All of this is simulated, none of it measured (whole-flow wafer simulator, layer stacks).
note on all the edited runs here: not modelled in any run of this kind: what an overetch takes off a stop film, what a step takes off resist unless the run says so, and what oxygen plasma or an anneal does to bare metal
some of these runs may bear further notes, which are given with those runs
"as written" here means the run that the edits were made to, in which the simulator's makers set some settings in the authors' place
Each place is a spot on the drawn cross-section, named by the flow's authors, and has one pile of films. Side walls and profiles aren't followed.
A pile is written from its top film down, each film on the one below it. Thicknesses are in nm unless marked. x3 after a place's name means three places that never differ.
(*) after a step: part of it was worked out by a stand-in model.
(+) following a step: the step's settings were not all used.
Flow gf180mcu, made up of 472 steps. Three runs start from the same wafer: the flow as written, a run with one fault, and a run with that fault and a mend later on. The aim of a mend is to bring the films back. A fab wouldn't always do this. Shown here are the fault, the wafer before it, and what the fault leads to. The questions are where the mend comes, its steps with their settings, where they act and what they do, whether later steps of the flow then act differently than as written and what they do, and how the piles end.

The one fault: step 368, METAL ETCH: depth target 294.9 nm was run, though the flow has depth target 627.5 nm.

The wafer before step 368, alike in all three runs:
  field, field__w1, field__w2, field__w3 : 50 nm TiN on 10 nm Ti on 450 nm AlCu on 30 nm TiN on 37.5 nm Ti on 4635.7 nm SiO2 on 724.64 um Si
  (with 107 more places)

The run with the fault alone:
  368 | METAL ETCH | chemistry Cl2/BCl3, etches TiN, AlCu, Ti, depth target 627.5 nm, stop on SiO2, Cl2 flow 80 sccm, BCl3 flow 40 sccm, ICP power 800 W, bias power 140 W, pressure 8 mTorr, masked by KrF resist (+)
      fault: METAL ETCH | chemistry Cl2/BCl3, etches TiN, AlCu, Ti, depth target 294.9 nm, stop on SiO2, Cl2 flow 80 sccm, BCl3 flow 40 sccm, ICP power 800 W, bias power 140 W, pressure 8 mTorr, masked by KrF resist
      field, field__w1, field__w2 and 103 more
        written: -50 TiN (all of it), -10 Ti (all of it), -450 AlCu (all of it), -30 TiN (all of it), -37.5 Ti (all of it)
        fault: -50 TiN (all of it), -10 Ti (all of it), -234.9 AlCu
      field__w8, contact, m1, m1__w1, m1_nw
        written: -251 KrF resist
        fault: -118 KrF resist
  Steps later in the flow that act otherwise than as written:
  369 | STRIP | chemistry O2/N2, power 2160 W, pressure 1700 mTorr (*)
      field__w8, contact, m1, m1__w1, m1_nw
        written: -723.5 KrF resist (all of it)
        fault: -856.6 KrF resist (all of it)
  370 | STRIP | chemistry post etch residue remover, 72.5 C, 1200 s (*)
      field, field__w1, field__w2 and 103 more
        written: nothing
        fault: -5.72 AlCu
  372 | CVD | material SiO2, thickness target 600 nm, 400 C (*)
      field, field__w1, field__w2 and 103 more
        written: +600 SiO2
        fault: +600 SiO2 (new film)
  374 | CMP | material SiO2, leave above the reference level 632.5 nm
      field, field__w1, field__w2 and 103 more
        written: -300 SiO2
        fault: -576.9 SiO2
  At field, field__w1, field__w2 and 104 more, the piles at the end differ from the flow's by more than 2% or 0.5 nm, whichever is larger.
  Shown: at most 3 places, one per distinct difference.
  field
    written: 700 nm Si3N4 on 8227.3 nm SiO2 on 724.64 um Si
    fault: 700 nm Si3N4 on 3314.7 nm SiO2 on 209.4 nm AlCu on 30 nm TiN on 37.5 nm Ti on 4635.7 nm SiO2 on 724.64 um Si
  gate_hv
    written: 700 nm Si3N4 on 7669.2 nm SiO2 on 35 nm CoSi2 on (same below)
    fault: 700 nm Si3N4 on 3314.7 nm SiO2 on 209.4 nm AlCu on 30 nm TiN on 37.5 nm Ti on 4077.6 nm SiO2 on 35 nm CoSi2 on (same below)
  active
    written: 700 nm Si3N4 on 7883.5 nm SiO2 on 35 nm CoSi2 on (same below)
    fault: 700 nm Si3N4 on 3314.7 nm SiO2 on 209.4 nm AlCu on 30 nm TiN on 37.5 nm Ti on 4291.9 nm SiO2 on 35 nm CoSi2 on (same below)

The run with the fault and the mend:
  The mend follows step 368.
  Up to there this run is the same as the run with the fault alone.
  368a | METAL ETCH | chemistry Cl2/BCl3, etches TiN, AlCu, Ti, depth target 332.6 nm, stop on SiO2, Cl2 flow 80 sccm, BCl3 flow 40 sccm, ICP power 800 W, bias power 140 W, pressure 8 mTorr, masked by KrF resist (+) (the flow's step 368 again, with other settings)
      field, field__w1, field__w2 and 103 more
        -215.1 AlCu (all of it), -30 TiN (all of it), -37.5 Ti (all of it)
      field__w8, contact, m1, m1__w1, m1_nw
        -133 KrF resist
  None of the later steps of the flow acts differently than as written at any place that is followed.
  The piles end the same as the flow's at every place that both follow.
